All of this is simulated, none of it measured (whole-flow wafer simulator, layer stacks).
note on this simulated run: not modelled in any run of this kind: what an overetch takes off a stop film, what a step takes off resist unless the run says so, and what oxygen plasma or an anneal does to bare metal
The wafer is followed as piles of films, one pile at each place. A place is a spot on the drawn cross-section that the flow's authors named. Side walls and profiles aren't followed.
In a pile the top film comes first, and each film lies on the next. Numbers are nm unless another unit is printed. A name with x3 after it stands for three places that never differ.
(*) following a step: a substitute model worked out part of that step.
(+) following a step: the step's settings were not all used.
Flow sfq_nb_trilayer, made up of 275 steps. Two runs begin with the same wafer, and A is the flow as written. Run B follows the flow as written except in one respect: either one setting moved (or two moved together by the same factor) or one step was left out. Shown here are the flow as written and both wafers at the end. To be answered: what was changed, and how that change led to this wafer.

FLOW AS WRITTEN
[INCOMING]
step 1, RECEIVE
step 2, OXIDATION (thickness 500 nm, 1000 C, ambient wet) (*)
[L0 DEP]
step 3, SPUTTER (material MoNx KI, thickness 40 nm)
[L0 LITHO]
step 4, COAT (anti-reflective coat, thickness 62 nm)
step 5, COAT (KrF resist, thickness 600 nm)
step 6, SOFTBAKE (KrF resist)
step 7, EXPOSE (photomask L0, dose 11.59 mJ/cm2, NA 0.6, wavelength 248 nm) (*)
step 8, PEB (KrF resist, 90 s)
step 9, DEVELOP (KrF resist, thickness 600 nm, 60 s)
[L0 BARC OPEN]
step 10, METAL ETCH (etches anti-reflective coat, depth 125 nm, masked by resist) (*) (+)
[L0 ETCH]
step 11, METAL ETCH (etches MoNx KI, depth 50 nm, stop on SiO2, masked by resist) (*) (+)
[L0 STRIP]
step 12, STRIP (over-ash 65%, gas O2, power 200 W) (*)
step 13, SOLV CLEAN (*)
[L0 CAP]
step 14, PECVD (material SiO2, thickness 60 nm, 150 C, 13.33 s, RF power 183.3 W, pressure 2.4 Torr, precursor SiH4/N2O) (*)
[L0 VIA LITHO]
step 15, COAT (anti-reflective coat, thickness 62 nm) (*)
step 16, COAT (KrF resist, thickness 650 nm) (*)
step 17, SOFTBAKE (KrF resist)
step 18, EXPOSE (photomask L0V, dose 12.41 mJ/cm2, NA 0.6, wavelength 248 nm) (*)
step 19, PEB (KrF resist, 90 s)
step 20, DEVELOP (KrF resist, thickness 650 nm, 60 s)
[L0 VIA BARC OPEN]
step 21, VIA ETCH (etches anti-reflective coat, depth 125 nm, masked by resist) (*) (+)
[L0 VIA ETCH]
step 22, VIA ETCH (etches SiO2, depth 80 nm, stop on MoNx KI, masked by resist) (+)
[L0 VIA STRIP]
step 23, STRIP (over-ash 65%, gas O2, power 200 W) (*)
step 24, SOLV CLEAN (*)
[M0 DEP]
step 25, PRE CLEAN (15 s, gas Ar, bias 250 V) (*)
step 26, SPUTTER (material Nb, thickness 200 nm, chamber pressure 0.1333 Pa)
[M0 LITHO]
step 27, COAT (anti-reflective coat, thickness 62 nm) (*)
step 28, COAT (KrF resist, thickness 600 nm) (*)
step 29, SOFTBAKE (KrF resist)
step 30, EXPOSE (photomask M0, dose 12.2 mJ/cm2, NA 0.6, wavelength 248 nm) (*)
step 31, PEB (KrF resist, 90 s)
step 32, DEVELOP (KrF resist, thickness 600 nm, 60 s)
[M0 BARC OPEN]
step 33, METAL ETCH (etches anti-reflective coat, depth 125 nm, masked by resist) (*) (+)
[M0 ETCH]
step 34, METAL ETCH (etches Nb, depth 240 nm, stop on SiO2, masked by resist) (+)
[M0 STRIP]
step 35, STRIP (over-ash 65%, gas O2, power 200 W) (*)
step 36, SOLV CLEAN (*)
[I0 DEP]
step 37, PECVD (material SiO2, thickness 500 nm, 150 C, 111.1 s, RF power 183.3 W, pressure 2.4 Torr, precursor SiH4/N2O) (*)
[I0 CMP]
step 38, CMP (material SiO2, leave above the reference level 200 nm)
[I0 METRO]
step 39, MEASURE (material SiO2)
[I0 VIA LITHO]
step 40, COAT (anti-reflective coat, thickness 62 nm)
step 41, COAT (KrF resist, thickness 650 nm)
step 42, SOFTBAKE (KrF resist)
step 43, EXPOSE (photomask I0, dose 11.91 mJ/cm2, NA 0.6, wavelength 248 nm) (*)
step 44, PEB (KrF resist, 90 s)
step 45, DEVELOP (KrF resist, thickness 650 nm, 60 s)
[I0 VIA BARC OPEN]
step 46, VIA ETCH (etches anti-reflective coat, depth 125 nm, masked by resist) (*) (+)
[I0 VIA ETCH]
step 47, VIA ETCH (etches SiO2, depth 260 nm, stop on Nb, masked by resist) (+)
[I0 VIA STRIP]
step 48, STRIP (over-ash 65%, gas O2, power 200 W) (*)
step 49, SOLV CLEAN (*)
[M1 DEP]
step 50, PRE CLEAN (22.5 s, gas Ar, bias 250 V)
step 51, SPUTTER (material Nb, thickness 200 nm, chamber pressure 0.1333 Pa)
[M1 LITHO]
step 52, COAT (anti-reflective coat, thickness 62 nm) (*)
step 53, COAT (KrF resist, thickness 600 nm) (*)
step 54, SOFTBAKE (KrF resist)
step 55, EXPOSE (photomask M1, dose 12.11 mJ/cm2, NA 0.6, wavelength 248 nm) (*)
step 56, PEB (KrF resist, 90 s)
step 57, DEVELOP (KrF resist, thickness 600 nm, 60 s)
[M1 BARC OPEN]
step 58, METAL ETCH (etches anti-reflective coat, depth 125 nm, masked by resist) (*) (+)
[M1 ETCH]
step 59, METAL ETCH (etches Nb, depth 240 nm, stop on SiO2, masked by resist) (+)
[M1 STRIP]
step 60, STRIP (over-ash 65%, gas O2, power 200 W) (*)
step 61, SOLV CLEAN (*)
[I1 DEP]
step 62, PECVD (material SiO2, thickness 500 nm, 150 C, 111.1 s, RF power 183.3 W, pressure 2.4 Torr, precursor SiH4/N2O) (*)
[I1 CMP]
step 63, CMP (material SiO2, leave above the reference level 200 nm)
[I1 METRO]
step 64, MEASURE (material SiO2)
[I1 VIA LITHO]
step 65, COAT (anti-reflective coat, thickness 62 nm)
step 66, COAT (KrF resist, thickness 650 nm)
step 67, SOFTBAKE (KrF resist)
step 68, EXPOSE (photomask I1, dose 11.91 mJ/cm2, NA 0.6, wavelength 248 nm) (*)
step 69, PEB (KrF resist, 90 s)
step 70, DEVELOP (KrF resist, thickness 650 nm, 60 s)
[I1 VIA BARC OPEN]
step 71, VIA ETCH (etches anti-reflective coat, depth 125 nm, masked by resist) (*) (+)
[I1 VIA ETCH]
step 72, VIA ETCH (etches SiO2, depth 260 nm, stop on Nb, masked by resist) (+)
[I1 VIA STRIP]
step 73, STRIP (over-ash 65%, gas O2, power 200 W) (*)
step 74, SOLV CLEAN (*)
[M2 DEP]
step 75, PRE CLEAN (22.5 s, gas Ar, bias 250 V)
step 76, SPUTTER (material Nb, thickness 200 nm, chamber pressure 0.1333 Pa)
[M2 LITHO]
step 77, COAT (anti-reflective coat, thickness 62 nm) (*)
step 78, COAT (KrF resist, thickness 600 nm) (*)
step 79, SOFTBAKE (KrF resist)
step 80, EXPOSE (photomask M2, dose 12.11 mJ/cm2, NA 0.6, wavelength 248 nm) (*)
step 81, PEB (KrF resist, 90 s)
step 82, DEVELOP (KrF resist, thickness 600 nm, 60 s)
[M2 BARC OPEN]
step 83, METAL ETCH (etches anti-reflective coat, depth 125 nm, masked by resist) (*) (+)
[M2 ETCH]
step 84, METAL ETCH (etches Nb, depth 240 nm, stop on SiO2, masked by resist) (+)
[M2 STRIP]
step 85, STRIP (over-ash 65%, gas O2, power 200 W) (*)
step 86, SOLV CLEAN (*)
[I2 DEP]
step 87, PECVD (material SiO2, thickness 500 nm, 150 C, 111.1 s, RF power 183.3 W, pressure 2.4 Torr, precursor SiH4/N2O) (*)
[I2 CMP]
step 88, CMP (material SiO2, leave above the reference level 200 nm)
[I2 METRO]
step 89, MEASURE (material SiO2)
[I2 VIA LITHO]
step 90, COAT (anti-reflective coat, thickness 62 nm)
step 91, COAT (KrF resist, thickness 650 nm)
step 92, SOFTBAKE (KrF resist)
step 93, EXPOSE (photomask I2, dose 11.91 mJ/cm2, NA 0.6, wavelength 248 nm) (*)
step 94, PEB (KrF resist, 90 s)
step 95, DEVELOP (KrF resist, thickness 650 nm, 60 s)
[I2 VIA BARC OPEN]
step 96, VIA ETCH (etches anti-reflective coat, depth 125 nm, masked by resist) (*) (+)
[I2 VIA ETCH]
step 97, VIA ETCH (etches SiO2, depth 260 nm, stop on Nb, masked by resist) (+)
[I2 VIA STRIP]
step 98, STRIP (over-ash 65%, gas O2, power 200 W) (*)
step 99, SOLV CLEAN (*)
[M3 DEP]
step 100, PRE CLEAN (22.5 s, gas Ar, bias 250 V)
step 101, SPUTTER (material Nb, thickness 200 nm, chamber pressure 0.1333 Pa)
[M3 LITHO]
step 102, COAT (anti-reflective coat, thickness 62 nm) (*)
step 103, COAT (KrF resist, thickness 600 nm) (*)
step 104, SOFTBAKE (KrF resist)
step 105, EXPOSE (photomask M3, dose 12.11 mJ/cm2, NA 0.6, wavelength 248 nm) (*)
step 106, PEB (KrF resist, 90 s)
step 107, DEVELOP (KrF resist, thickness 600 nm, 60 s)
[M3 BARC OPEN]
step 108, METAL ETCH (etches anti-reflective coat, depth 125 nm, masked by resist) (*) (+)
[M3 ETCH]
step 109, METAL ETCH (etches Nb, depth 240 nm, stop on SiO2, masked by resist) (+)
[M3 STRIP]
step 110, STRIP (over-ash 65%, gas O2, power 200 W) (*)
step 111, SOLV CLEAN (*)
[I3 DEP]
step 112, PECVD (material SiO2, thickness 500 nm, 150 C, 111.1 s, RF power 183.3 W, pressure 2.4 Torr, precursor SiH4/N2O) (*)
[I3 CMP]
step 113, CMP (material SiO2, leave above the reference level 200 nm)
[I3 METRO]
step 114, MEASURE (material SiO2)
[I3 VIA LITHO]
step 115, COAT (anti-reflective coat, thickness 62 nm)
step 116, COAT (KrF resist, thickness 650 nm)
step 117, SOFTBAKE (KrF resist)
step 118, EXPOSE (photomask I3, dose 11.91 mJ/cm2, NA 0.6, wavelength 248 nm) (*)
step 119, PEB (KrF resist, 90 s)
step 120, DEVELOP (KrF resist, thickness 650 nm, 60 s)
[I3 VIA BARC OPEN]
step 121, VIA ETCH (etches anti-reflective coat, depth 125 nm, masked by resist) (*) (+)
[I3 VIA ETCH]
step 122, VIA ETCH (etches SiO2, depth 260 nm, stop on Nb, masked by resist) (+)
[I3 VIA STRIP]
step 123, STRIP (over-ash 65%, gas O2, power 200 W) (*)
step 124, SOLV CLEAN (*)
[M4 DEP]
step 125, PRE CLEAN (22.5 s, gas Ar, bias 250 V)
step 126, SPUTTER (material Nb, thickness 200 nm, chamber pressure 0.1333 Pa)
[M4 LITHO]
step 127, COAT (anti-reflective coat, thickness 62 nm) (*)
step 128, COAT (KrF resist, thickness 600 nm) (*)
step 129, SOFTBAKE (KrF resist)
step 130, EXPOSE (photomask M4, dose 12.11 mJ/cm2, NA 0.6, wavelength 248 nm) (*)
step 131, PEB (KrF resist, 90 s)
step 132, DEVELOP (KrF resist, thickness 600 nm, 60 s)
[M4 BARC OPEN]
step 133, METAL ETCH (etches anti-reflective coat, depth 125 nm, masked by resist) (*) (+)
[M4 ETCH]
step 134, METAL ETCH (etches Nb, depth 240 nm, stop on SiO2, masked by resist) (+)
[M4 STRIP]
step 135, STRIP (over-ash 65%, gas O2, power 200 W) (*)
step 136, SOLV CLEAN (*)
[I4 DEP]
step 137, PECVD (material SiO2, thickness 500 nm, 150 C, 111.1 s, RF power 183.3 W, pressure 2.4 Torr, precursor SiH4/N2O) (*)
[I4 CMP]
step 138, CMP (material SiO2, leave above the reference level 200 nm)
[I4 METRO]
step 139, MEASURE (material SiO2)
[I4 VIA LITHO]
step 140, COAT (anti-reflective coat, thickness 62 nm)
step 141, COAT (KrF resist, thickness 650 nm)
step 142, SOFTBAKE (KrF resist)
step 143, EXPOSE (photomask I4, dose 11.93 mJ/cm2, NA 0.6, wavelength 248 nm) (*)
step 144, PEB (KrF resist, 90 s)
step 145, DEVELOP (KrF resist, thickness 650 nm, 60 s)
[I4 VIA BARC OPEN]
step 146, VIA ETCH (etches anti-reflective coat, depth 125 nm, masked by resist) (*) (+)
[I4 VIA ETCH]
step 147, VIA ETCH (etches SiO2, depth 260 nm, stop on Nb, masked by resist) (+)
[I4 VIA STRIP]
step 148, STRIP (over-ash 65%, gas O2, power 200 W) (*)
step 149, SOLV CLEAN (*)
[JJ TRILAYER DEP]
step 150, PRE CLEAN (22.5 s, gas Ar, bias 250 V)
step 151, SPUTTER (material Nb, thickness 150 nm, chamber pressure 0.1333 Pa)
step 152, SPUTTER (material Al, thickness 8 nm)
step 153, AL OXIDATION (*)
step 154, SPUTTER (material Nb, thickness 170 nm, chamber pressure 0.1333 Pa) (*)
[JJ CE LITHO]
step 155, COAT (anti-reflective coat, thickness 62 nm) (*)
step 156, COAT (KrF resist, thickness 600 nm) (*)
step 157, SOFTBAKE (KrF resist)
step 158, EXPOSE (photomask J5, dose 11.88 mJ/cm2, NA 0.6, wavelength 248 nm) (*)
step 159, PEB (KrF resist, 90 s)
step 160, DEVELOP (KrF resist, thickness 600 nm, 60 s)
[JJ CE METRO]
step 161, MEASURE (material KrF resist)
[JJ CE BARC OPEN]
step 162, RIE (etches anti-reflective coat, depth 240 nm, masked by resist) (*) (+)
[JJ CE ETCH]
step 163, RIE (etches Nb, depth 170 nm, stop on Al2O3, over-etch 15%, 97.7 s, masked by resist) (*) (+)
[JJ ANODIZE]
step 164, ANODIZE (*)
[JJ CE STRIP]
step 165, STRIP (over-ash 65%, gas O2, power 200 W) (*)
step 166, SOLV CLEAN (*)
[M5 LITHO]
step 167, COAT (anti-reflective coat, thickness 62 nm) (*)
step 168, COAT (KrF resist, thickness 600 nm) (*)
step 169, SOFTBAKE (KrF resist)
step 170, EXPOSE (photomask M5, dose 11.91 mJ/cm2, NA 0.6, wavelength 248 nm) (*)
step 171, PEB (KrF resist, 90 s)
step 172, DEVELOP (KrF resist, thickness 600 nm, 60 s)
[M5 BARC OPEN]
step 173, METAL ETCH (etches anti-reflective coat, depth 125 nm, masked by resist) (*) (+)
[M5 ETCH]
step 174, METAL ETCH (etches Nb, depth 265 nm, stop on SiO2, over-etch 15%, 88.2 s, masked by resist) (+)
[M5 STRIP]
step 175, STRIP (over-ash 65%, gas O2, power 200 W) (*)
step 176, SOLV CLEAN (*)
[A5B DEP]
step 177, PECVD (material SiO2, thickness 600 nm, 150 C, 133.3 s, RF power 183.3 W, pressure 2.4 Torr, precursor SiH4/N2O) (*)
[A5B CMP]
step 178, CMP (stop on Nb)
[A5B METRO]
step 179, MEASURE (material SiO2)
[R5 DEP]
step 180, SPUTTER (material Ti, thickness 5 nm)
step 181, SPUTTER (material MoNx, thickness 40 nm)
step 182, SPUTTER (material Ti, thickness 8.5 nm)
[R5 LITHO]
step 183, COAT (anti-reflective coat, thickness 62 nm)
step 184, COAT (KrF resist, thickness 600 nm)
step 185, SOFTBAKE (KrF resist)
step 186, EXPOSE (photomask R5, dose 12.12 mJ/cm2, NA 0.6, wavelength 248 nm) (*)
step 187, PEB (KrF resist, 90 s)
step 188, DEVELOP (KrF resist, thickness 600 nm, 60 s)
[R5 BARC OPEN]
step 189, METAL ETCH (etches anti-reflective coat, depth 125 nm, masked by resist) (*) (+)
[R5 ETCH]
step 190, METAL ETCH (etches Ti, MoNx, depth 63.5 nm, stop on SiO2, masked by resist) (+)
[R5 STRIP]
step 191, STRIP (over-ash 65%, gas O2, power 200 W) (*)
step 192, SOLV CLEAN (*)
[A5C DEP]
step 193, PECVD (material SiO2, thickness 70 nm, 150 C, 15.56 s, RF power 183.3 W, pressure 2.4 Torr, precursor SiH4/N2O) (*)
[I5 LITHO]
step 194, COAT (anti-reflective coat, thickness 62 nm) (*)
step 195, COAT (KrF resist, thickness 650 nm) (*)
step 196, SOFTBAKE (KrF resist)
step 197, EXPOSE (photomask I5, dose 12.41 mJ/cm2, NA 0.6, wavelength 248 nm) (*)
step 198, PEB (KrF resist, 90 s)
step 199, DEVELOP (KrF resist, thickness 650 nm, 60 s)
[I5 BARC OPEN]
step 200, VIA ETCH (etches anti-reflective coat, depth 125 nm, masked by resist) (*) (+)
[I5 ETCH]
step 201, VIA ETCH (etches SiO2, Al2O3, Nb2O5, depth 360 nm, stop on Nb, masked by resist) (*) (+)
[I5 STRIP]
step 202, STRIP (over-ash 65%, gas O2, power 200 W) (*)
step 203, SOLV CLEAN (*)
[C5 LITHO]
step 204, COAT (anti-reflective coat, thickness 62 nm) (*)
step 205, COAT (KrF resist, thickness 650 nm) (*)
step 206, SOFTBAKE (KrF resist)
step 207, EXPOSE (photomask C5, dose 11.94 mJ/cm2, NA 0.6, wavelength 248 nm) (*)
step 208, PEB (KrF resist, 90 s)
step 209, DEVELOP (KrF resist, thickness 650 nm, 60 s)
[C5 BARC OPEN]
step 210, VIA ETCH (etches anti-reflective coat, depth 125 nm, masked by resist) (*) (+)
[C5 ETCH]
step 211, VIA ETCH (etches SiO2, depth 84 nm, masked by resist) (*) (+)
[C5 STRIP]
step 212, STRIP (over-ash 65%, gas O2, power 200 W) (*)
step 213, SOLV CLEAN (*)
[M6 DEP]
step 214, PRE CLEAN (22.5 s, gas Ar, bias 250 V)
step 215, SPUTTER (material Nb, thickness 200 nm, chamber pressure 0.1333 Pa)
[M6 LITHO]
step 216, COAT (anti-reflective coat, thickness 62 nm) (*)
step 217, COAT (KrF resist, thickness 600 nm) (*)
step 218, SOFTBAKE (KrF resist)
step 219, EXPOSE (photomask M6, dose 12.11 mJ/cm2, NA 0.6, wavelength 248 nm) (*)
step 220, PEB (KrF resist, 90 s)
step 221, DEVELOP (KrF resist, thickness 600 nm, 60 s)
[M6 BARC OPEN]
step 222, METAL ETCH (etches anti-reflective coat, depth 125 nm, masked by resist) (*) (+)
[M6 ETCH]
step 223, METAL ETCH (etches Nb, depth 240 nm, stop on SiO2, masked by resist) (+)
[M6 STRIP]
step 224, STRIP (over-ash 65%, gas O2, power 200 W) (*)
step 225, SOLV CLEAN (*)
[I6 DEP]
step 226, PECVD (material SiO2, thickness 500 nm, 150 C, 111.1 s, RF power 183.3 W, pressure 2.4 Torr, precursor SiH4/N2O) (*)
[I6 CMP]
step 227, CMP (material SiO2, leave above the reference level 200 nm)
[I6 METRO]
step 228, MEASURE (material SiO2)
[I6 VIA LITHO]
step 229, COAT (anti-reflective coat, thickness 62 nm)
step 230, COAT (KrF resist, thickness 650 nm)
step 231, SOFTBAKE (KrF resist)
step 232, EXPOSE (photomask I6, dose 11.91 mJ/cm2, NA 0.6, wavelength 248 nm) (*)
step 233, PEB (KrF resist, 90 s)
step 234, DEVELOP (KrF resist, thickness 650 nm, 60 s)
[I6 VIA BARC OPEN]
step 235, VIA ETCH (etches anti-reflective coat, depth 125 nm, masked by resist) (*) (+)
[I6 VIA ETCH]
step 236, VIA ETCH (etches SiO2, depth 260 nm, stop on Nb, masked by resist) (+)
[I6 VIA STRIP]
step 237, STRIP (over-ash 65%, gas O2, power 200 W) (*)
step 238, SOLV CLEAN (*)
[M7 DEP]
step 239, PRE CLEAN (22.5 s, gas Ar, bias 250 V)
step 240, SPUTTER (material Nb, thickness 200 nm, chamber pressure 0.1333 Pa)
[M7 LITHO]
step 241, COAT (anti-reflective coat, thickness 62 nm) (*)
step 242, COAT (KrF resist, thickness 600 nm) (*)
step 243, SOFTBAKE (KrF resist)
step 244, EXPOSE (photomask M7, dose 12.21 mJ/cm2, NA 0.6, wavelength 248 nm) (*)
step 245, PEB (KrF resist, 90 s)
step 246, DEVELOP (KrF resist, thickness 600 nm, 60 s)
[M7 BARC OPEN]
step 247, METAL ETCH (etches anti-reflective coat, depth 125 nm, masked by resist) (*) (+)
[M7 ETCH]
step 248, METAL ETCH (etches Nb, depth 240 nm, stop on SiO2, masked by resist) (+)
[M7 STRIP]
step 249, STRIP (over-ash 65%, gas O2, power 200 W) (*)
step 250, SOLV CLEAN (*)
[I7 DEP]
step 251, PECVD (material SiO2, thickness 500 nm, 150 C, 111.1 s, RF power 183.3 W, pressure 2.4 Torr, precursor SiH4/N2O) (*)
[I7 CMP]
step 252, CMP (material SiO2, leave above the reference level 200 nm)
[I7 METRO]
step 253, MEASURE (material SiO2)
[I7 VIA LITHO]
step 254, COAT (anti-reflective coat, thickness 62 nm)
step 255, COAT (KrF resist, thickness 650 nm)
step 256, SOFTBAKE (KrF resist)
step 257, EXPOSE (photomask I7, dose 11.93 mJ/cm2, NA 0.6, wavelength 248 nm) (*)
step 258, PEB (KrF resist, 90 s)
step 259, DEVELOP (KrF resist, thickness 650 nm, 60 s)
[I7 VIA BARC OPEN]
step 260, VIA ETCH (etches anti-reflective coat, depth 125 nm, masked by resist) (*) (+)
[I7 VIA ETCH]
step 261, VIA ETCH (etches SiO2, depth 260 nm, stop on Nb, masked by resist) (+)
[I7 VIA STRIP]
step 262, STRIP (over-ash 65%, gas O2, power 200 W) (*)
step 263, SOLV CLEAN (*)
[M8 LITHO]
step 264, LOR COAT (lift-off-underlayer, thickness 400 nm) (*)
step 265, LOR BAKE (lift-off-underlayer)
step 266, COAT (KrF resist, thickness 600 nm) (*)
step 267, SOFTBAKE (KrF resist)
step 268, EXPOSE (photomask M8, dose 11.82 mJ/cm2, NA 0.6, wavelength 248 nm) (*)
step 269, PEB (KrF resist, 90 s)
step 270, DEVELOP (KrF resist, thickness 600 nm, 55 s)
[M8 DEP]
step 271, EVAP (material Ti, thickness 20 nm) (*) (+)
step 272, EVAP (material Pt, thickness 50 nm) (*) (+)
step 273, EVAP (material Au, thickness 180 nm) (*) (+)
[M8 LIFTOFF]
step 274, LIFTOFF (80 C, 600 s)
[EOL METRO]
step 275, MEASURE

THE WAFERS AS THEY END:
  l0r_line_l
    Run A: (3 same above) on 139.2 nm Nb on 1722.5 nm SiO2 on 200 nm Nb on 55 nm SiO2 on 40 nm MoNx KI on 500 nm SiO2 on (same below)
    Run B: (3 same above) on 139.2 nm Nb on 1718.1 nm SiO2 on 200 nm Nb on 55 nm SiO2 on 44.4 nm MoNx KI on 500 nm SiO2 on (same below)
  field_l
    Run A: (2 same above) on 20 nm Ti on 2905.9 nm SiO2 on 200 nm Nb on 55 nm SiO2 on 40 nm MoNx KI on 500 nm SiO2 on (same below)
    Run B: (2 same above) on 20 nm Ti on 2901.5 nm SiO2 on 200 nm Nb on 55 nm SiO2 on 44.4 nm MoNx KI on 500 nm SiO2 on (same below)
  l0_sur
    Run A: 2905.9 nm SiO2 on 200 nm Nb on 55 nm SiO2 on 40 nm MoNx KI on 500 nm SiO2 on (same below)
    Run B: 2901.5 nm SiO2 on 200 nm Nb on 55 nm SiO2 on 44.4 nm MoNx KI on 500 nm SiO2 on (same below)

Cause: step 3, SPUTTER: thickness 44.4 nm was run, whereas the flow has thickness 40 nm.
The wafer itself shows it: l0r_line_l has MoNx KI 44.4, and step 3 as written asks for 40 nm.

How this came from the change, step by step:
  step 3, SPUTTER (material MoNx KI, thickness 40 nm)
      field_l, v_sur, via_wl and 103 more: A MoNx KI gains 40 (new film) | B MoNx KI gains 44.4 (new film)
  step 11, METAL ETCH (etches MoNx KI, depth 50 nm, stop on SiO2, masked by resist) (*) (+)
      v_sur, via_wl, via_w and 97 more: A MoNx KI loses 40 (all of it) | B MoNx KI loses 44.4 (all of it)
  step 15, COAT (anti-reflective coat, thickness 62 nm) (*)
      l0r_space_c: A anti-reflective coat gains 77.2 (new film) | B anti-reflective coat gains 78.9 (new film)
  step 23, STRIP (over-ash 65%, gas O2, power 200 W) (*)
      l0r_space_c: A KrF resist loses 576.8 (all of it), anti-reflective coat loses 77.2 (all of it) | B KrF resist loses 578.7 (all of it), anti-reflective coat loses 78.9 (all of it)
  step 27, COAT (anti-reflective coat, thickness 62 nm) (*)
      l0r_space_c: A anti-reflective coat gains 78 (new film) | B anti-reflective coat gains 79.7 (new film)
  step 35, STRIP (over-ash 65%, gas O2, power 200 W) (*)
      l0r_space_c: A KrF resist loses 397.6 (all of it), anti-reflective coat loses 78 (all of it) | B KrF resist loses 399.3 (all of it), anti-reflective coat loses 79.7 (all of it)
